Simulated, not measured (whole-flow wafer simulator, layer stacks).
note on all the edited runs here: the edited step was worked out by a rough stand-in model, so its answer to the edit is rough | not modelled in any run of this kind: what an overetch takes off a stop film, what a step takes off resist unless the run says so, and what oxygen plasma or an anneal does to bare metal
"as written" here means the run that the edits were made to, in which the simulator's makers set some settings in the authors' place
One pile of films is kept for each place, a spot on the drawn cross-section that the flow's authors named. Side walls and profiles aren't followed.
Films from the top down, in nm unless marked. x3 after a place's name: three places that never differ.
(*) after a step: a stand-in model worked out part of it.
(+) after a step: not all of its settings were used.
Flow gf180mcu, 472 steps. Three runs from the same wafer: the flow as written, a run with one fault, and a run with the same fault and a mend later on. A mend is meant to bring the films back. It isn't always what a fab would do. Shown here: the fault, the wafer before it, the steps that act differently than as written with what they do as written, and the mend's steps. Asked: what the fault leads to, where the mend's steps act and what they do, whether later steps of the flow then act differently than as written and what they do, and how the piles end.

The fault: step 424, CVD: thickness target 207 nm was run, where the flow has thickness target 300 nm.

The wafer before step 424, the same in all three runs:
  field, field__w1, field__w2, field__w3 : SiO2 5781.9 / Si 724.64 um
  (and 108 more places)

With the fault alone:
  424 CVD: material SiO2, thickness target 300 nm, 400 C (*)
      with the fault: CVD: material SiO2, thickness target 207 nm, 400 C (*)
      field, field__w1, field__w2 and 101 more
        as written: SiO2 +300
        with the fault: SiO2 +207
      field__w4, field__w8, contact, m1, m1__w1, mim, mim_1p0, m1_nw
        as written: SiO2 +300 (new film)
        with the fault: SiO2 +207 (new film)
  Later steps of the flow that act differently than as written (2 more steps differ only slightly, by at most 2% or 0.5 nm, whichever is larger, and aren't shown):
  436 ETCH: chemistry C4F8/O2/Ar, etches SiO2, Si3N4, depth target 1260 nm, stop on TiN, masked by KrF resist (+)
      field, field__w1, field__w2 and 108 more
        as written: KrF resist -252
        with the fault: KrF resist -233.5
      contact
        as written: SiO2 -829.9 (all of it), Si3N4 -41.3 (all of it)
        with the fault: SiO2 -736.9 (all of it), Si3N4 -41.3 (all of it)
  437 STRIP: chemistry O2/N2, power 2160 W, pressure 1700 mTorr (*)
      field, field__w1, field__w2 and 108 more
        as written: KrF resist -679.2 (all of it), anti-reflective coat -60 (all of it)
        with the fault: KrF resist -697.7 (all of it), anti-reflective coat -60 (all of it)
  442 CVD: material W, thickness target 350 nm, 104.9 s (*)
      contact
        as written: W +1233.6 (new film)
        with the fault: W +1139.8 (new film)
  At the end the piles differ from the flow's by more than 2% or 0.5 nm, whichever is larger, at field__w4, field__w8, contact, m1, m1__w1, mim, mim_1p0, m1_nw.
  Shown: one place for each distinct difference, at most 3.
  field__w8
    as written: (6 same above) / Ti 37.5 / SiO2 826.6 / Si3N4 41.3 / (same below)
    with the fault: (6 same above) / Ti 37.5 / SiO2 733.6 / Si3N4 41.3 / (same below)
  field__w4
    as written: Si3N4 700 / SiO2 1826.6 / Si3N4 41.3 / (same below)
    with the fault: Si3N4 700 / SiO2 1733.6 / Si3N4 41.3 / (same below)
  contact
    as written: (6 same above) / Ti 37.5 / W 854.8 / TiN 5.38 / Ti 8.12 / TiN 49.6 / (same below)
    with the fault: (6 same above) / Ti 37.5 / W 761.1 / TiN 5.68 / Ti 8.56 / TiN 49.6 / (same below)

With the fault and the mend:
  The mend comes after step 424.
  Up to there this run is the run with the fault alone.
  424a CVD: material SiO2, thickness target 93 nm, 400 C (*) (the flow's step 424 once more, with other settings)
      field, field__w1, field__w2 and 109 more
        SiO2 +93
  No later step of the flow acts differently than as written at any place that is followed.
  At the end the piles are the same as the flow's at every place that both follow.
